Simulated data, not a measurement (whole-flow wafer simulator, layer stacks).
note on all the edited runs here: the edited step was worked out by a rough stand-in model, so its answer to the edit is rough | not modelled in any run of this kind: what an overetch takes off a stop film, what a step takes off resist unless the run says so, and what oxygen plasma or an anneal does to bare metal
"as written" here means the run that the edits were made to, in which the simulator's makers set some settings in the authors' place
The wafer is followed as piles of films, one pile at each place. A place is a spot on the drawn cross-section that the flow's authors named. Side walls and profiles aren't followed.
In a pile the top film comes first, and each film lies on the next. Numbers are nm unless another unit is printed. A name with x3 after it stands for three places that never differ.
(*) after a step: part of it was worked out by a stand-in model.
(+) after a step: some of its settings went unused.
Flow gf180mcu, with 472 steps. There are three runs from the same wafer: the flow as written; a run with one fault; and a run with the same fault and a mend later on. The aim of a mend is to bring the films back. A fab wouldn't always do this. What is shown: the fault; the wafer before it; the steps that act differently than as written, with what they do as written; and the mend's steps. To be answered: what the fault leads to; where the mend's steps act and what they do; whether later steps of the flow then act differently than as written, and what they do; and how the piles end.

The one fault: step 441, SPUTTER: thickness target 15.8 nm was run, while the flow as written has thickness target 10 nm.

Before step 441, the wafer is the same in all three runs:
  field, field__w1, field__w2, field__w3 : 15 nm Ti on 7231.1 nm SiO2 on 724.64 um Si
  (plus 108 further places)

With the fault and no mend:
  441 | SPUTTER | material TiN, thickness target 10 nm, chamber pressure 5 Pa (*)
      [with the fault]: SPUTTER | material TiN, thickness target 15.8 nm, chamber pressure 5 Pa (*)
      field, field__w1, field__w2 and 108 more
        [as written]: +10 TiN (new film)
        [with the fault]: +15.8 TiN (new film)
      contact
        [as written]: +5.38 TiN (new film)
        [with the fault]: +8.48 TiN (new film)
  Steps later in the flow that act otherwise than as written (1 other step is not shown; it differs only slightly, by no more than 2% or 0.5 nm, whichever is larger):
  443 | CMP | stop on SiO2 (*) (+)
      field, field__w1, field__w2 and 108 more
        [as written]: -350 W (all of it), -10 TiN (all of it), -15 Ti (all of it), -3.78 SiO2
        [with the fault]: -350 W (all of it), -15.8 TiN (all of it), -15 Ti (all of it), -3.84 SiO2
  By the end, the piles at contact depart from the flow's by more than 2% or 0.5 nm, whichever is larger.
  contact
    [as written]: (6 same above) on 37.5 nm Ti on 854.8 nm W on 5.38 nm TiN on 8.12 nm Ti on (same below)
    [with the fault]: (6 same above) on 37.5 nm Ti on 851.6 nm W on 8.48 nm TiN on 8.12 nm Ti on (same below)

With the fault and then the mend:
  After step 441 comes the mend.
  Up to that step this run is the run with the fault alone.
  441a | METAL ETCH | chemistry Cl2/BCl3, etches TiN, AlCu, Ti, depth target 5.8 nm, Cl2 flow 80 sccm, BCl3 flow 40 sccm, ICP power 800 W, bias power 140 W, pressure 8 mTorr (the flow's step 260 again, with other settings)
      field, field__w1, field__w2 and 109 more
        -5.8 TiN
  Every later step of the flow that is run acts as written, at every place that is followed, to within 2% or 0.5 nm, whichever is larger.
  By the end, the piles at contact depart from the flow's by more than 2% or 0.5 nm, whichever is larger.
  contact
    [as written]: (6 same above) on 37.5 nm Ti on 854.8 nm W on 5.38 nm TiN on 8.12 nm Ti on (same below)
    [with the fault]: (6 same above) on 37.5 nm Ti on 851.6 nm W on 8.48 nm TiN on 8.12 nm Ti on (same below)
    [with the mend]: (6 same above) on 37.5 nm Ti on 857.5 nm W on 2.68 nm TiN on 8.12 nm Ti on (same below)
